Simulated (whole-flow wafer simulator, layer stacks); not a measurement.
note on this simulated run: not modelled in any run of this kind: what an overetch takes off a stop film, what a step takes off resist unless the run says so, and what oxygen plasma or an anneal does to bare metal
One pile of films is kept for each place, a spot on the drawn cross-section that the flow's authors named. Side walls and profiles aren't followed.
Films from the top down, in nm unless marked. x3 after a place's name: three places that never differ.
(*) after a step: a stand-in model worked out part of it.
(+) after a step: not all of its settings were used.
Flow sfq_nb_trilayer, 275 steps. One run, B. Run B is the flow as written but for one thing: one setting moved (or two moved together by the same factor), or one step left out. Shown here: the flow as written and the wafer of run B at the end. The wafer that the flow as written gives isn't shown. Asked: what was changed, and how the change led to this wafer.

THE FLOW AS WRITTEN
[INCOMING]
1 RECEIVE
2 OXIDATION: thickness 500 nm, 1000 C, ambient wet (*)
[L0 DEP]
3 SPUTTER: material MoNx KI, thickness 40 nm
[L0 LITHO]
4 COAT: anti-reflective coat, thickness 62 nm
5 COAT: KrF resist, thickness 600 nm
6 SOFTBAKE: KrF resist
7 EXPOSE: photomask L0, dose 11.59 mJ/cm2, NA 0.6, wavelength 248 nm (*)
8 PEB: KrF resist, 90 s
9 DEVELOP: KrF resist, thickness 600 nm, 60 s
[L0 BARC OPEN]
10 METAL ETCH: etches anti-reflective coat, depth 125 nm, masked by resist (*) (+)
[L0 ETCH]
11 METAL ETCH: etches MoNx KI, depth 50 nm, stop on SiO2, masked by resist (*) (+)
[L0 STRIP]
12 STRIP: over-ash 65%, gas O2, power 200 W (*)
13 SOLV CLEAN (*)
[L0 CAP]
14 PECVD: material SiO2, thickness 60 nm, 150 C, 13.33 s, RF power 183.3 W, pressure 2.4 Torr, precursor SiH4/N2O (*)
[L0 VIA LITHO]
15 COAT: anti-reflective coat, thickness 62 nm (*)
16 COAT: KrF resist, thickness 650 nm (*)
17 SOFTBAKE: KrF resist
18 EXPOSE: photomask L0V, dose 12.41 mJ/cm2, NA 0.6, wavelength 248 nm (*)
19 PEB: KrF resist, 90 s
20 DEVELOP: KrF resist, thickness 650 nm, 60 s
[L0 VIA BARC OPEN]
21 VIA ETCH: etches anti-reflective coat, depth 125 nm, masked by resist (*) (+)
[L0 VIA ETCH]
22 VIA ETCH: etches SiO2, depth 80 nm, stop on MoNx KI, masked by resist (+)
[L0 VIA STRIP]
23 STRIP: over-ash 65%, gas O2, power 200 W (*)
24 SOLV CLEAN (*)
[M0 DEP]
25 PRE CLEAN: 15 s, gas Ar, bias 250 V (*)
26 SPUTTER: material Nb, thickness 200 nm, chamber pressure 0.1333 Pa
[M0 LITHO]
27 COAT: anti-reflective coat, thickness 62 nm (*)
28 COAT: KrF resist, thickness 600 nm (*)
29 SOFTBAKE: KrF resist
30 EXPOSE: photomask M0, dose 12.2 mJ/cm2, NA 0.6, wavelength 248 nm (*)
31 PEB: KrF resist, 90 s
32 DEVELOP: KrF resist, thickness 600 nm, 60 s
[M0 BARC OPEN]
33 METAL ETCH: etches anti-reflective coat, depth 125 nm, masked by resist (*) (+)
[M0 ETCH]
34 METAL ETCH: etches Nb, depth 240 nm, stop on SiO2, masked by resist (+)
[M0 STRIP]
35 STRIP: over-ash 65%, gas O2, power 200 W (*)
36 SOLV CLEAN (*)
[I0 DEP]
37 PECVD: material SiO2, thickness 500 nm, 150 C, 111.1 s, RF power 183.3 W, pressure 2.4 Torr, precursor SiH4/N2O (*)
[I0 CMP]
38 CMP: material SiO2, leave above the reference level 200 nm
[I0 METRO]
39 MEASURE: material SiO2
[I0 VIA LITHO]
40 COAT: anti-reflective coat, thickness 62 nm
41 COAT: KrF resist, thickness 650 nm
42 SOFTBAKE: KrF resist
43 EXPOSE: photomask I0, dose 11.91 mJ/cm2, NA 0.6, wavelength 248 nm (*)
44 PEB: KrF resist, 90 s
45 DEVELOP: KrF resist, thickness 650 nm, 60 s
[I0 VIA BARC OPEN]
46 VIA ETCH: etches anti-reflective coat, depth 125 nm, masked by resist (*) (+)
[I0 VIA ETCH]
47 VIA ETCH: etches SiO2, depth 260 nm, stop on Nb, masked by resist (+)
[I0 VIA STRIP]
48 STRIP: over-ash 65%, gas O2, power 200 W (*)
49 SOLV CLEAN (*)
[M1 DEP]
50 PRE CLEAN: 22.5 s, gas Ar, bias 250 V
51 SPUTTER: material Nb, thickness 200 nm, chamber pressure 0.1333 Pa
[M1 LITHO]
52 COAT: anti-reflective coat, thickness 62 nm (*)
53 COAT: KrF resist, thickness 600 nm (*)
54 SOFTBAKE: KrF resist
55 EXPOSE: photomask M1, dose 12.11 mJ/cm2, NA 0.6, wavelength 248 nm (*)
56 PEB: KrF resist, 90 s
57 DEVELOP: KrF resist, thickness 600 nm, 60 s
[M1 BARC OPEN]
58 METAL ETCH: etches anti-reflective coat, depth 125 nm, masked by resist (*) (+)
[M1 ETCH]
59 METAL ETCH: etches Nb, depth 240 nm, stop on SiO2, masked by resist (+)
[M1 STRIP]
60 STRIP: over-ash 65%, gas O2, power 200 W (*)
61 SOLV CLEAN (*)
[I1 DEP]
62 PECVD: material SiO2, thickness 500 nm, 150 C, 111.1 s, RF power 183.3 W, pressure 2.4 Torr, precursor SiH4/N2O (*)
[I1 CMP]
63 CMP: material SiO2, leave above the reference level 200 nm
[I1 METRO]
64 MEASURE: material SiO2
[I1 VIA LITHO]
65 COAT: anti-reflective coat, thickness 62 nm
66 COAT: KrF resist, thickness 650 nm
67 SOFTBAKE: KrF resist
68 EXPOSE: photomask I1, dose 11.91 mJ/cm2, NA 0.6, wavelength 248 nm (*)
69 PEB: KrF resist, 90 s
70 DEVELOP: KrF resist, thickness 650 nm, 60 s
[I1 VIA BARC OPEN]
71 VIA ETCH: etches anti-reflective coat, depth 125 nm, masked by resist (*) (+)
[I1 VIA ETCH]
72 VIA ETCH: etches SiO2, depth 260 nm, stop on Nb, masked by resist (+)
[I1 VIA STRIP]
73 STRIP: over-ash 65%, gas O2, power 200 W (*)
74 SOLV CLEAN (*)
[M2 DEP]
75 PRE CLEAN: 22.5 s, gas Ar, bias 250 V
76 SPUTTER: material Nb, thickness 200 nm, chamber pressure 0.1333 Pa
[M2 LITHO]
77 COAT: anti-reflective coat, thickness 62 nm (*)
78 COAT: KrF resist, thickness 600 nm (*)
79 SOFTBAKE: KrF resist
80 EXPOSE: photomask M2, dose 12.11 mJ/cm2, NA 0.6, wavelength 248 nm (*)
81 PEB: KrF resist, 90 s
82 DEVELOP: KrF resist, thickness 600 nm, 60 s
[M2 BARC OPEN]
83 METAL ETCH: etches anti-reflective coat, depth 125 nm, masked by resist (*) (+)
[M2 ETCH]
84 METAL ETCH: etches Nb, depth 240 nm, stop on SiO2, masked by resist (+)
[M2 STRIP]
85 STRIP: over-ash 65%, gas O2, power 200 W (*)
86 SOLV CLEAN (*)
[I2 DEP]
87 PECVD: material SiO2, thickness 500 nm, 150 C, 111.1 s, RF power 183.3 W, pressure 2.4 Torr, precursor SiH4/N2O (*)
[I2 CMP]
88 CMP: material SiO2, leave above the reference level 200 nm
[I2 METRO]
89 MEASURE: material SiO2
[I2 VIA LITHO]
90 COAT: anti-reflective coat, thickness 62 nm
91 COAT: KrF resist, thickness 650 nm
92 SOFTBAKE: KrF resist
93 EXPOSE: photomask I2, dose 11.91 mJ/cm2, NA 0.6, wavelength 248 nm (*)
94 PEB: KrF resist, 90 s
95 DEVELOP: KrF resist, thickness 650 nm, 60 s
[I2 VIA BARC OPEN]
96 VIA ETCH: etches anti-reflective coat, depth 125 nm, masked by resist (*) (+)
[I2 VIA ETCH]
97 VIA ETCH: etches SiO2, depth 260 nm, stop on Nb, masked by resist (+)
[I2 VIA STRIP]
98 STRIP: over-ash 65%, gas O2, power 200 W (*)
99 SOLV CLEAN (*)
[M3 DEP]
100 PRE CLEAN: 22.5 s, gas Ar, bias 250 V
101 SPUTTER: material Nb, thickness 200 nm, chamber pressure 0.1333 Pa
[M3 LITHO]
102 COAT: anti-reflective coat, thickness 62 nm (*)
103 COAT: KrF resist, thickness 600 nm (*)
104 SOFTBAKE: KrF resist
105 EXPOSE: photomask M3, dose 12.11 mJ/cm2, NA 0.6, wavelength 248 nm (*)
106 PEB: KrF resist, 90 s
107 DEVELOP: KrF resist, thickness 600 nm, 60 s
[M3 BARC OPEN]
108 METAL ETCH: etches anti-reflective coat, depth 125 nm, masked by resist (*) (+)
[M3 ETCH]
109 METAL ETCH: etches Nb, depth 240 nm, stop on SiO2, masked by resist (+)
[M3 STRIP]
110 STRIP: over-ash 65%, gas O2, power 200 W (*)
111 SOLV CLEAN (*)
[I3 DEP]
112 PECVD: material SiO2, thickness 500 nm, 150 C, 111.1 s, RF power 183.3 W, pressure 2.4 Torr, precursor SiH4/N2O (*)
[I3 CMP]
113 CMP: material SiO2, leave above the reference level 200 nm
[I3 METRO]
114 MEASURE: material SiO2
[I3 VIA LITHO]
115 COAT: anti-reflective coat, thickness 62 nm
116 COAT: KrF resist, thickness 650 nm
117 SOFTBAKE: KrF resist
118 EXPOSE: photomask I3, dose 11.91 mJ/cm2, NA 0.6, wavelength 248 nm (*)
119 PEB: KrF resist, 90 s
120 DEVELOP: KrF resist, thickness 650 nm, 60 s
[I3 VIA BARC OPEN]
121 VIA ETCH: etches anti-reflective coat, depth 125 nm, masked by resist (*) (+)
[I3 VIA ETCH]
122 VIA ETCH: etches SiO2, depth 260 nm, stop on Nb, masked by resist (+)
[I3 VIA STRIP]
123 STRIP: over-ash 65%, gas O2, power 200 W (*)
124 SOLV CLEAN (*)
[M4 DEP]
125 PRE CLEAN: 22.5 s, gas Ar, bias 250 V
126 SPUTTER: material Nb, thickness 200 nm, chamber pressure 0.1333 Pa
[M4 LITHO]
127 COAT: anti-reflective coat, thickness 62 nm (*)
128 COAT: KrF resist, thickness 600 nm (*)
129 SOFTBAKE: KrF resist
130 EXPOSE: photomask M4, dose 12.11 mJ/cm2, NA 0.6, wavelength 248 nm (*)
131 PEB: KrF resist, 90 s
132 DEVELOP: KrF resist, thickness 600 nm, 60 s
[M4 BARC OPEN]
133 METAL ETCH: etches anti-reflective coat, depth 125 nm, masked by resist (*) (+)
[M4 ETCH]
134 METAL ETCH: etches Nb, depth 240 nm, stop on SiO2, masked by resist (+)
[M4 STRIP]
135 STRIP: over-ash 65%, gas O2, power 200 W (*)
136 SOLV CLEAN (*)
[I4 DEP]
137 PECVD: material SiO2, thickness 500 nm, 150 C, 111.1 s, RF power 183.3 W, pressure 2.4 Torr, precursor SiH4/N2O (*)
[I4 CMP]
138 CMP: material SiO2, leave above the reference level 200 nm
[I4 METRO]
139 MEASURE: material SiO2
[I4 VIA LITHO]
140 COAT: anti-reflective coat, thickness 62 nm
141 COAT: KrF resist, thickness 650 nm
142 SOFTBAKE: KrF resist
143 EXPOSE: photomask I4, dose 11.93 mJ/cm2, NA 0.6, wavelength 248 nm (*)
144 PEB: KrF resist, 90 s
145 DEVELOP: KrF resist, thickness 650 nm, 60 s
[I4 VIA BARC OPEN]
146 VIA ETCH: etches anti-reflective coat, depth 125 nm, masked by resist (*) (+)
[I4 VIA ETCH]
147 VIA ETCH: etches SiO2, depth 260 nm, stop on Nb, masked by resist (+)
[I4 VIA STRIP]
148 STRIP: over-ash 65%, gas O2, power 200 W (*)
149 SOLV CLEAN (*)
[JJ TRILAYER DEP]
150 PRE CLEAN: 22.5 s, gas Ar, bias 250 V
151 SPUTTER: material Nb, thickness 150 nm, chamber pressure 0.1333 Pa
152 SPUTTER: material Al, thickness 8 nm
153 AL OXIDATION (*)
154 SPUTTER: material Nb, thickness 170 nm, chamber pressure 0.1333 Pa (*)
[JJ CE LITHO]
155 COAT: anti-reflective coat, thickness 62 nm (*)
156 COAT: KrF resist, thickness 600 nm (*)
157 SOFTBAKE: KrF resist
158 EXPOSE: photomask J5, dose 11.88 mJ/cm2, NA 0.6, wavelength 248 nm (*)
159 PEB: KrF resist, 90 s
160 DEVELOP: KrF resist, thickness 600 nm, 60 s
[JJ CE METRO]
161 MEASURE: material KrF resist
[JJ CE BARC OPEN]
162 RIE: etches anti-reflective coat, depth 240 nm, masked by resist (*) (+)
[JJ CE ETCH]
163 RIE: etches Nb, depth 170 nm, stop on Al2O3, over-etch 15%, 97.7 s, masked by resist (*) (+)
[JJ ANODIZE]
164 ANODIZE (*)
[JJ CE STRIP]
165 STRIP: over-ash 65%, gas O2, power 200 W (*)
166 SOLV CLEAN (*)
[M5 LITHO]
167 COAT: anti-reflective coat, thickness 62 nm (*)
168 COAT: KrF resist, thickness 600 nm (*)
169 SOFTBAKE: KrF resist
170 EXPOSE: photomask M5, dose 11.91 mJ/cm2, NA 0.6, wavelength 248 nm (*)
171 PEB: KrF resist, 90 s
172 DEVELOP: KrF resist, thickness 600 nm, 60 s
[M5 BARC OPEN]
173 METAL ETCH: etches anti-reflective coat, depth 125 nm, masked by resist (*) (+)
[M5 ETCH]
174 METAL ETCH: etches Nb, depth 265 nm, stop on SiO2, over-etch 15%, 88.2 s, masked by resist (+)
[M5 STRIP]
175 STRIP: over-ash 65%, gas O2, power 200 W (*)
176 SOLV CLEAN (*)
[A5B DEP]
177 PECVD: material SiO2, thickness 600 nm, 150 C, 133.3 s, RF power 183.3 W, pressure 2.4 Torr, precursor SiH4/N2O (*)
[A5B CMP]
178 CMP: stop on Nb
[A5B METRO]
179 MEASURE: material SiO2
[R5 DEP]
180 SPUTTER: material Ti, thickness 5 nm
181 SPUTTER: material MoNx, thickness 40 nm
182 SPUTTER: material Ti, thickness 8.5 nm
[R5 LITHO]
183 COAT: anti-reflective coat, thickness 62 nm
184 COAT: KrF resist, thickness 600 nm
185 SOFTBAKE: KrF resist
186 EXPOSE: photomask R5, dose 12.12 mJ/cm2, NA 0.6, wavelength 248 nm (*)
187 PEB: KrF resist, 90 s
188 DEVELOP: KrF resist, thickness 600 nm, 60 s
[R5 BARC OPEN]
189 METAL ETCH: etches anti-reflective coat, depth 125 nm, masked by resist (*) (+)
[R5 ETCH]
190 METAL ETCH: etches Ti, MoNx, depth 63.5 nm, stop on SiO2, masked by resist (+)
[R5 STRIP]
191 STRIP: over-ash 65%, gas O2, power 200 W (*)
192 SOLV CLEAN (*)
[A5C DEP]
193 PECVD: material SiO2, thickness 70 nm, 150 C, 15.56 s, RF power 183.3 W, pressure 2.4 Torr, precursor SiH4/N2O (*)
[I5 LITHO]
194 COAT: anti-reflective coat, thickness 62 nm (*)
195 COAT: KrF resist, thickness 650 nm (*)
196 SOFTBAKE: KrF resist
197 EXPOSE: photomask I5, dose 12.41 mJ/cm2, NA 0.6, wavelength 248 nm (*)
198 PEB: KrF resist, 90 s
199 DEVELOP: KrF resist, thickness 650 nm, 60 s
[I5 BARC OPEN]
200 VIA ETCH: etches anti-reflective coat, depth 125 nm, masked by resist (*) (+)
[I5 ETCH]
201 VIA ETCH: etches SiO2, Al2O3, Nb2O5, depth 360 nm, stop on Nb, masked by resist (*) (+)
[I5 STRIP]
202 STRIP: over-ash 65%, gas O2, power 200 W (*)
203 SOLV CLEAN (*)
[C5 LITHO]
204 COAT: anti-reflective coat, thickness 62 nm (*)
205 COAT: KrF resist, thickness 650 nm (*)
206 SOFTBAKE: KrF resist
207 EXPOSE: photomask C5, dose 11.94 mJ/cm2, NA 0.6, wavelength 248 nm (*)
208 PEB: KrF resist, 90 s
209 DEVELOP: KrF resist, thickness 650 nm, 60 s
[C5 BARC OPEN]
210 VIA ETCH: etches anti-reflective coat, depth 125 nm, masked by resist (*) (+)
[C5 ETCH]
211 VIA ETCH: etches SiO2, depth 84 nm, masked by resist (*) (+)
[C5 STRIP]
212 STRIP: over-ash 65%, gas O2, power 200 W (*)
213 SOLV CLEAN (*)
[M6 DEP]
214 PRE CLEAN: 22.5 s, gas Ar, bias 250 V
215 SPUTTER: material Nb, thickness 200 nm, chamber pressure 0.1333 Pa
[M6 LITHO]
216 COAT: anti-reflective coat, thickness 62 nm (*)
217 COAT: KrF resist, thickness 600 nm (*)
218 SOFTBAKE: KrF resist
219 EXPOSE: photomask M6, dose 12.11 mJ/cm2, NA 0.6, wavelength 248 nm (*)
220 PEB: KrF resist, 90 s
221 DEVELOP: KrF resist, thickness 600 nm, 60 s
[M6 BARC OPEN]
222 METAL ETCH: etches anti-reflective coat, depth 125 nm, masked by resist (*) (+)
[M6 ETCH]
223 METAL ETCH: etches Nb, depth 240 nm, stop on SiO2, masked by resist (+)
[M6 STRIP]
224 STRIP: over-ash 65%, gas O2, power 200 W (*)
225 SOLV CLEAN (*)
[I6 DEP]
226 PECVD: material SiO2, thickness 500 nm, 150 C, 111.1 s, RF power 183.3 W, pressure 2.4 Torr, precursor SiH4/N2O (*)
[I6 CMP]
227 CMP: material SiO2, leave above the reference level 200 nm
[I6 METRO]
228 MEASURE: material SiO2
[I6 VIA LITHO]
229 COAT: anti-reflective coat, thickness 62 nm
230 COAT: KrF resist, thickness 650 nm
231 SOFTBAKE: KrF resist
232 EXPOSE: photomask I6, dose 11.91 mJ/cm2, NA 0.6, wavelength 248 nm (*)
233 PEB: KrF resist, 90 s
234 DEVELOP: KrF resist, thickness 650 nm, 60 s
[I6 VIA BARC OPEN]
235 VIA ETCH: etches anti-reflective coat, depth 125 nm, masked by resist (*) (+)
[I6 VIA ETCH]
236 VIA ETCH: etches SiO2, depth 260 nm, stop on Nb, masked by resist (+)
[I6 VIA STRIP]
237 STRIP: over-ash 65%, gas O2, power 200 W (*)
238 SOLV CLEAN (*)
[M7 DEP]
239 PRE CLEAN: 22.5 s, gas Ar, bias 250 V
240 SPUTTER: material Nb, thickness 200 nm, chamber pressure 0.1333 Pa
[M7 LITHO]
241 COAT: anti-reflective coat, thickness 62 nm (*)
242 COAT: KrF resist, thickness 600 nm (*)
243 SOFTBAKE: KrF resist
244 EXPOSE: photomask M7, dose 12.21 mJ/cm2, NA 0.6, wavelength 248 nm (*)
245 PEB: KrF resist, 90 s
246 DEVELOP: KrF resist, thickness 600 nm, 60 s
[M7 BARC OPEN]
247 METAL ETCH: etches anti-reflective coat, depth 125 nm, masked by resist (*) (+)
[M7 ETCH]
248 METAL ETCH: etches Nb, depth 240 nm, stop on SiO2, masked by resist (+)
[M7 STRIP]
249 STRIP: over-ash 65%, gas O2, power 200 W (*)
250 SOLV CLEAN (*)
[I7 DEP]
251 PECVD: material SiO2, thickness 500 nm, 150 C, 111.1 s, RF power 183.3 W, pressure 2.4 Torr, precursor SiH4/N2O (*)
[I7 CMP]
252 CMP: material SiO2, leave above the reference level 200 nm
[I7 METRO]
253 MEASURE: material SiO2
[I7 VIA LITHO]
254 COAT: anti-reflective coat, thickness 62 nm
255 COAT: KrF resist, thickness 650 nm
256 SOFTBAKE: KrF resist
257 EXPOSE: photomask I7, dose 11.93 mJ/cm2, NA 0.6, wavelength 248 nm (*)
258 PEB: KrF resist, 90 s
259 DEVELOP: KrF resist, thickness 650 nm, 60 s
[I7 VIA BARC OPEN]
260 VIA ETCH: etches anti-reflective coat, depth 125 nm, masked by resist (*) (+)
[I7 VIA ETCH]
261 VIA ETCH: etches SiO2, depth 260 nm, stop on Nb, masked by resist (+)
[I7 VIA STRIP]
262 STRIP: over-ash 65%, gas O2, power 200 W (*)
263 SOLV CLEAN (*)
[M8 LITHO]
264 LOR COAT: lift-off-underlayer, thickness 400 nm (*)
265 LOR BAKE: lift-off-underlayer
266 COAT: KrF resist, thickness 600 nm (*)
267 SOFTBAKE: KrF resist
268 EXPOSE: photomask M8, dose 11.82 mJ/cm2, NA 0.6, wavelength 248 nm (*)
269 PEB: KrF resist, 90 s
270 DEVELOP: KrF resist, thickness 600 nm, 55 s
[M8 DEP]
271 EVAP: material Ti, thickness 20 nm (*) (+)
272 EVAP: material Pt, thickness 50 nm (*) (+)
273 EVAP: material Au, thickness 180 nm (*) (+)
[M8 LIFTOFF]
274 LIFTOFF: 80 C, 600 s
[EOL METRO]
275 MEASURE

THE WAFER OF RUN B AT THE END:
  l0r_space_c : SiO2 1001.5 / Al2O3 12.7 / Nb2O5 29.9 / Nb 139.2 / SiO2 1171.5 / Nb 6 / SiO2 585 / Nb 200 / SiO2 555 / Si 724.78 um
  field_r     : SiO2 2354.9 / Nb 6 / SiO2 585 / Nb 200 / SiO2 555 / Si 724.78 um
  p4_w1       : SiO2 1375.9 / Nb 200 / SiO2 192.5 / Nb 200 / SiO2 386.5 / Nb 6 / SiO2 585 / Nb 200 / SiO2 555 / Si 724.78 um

The cause: step 84, METAL ETCH: depth 194 nm was run, where the flow has depth 240 nm.

How the change led to this, step by step:
  84 METAL ETCH: etches Nb, depth 240 nm, stop on SiO2, masked by resist (+)
      field_l, be, be_sur and 81 more: Nb -194 (as written it would be: Nb -200 (all of it))
      v_sur, via_wl, via_w and 19 more: KrF resist -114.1 (as written it would be: KrF resist -141.2)
  85 STRIP: over-ash 65%, gas O2, power 200 W (*)
      wl_j_sl, wl_jj, wl_j_sr and 12 more: KrF resist -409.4 (all of it), anti-reflective coat -62 (all of it) (as written it would be: KrF resist -382.4 (all of it), anti-reflective coat -62 (all of it))
      v_sur: KrF resist -407.1 (all of it), anti-reflective coat -61.4 (all of it) (as written it would be: KrF resist -380 (all of it), anti-reflective coat -61.4 (all of it))
      (and at 6 more places)
  87 PECVD: material SiO2, thickness 500 nm, 150 C, 111.1 s, RF power 183.3 W, pressure 2.4 Torr, precursor SiH4/N2O (*)
      field_l, be, be_sur and 81 more: SiO2 +500 (new film) (as written it would be: SiO2 +500)
  88 CMP: material SiO2, leave above the reference level 200 nm
      field_l, be, be_sur and 81 more: SiO2 -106 (as written it would be: SiO2 -100)
Counting metal films that touch as one body, l0r_space_c has 3 bodies (between them, from the top down: SiO2 1171.5; SiO2 585); the flow as written gives 2 bodies (between them, from the top down: SiO2 1762.5).
Counting metal films that touch as one body, field_r has 2 bodies (between them, from the top down: SiO2 585); the flow as written gives 1 body.
Counting metal films that touch as one body, p4_w1 has 4 bodies (between them, from the top down: SiO2 192.5; SiO2 386.5; SiO2 585); the flow as written gives 3 bodies (between them, from the top down: SiO2 192.5; SiO2 977.5).
